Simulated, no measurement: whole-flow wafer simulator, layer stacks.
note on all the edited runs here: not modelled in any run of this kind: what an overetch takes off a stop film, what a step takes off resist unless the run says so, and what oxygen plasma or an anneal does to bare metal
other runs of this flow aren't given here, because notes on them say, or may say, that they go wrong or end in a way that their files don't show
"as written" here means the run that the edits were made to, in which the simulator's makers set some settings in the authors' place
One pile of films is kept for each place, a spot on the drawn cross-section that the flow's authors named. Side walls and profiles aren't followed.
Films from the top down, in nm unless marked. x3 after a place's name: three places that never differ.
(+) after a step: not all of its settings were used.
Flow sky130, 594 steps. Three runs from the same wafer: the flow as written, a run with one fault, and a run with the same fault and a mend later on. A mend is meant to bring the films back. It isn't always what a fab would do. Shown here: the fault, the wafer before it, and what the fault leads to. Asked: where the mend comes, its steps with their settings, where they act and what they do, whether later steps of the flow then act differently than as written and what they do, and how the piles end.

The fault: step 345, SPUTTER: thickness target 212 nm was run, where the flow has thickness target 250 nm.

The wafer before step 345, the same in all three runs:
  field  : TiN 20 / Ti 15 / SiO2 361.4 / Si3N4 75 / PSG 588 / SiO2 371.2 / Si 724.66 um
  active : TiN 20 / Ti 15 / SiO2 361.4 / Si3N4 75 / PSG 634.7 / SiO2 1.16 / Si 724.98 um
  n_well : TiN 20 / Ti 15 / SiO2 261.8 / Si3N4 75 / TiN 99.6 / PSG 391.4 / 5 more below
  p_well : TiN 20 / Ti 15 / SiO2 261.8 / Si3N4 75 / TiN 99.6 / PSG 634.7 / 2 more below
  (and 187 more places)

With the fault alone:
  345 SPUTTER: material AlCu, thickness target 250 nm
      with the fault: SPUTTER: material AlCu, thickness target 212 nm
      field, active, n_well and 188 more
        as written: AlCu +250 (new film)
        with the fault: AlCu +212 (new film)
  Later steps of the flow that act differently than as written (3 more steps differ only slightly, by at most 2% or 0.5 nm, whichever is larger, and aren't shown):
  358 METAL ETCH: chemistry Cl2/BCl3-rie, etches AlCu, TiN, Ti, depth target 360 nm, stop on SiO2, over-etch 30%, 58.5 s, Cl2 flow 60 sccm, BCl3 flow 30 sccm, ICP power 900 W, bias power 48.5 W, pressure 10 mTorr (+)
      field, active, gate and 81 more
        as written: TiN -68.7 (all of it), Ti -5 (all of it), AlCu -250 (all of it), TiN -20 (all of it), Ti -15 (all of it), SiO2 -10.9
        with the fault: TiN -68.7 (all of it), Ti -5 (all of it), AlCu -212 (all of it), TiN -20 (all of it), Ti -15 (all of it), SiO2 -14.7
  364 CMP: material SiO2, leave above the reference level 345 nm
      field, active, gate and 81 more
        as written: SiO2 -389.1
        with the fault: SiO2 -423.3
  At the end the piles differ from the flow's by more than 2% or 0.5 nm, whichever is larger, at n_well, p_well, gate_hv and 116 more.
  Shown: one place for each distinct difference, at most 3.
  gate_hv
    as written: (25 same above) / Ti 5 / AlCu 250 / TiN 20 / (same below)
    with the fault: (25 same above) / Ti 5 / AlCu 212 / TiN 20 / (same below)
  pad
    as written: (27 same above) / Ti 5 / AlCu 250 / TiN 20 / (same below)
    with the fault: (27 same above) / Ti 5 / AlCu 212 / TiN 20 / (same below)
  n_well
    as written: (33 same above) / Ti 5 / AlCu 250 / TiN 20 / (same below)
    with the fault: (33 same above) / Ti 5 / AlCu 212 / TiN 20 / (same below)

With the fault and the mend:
  The mend comes after step 345.
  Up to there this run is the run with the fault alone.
  345a SPUTTER: material AlCu, thickness target 38 nm (the flow's step 345 once more, with other settings)
      field, active, n_well and 188 more
        AlCu +38
  No later step of the flow acts differently than as written at any place that is followed.
  At the end the piles are the same as the flow's at every place that both follow.
